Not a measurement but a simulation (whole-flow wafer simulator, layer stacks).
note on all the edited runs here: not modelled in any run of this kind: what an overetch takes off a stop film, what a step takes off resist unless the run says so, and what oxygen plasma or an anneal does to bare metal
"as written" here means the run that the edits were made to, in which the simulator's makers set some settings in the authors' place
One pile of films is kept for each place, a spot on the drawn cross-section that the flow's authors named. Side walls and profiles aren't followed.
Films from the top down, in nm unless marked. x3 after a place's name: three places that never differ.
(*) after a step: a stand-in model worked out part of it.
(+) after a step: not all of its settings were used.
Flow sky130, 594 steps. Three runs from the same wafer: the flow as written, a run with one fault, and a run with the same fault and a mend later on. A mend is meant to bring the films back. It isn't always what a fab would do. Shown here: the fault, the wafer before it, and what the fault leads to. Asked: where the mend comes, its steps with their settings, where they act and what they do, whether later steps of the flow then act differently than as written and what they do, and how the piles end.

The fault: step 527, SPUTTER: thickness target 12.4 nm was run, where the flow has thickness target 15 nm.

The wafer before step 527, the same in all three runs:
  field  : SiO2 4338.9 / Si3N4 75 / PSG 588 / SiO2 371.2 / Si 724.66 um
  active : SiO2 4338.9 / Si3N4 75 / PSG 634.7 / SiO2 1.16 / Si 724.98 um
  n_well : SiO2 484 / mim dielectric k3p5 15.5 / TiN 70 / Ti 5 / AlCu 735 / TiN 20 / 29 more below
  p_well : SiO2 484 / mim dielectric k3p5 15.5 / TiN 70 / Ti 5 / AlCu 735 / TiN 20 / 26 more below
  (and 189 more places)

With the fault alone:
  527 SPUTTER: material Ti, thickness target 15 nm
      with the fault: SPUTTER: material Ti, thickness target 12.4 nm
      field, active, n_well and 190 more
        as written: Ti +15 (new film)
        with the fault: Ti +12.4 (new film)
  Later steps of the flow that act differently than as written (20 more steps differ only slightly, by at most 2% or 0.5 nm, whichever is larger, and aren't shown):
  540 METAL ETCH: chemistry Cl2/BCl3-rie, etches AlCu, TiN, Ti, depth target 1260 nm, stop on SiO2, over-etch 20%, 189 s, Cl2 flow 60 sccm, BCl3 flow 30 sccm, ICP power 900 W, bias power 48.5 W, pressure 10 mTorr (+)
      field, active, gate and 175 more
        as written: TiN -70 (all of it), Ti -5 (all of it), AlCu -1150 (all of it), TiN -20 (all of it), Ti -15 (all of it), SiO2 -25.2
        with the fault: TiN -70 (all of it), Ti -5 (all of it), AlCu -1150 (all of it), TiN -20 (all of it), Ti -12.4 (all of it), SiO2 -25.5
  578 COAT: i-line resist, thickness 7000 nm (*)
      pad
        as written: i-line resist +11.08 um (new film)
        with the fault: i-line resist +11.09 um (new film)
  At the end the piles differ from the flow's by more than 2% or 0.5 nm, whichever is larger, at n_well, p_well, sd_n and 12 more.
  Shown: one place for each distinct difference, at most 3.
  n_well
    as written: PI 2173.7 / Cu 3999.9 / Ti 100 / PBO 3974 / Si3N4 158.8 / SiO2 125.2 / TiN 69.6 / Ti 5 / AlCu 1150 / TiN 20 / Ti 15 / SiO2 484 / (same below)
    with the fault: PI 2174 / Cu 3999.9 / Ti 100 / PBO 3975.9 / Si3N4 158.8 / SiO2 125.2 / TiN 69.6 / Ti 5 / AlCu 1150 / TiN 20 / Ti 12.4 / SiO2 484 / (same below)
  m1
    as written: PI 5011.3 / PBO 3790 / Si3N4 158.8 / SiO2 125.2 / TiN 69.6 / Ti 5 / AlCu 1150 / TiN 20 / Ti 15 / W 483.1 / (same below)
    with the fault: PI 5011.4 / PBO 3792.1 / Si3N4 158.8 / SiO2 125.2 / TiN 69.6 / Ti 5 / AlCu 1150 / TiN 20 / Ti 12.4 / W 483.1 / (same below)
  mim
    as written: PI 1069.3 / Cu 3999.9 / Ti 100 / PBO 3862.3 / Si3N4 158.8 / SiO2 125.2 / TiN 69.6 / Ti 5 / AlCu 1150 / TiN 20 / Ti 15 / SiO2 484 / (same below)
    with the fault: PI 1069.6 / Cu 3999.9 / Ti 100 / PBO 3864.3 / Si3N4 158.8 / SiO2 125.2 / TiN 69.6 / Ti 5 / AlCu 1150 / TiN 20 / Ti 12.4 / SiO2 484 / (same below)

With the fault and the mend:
  The mend comes after step 527.
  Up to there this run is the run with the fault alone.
  527a SPUTTER: material Ti, thickness target 2.6 nm (the flow's step 527 once more, with other settings)
      field, active, n_well and 190 more
        Ti +2.6
  No later step of the flow acts differently than as written at any place that is followed.
  At the end the piles are the same as the flow's at every place that both follow.
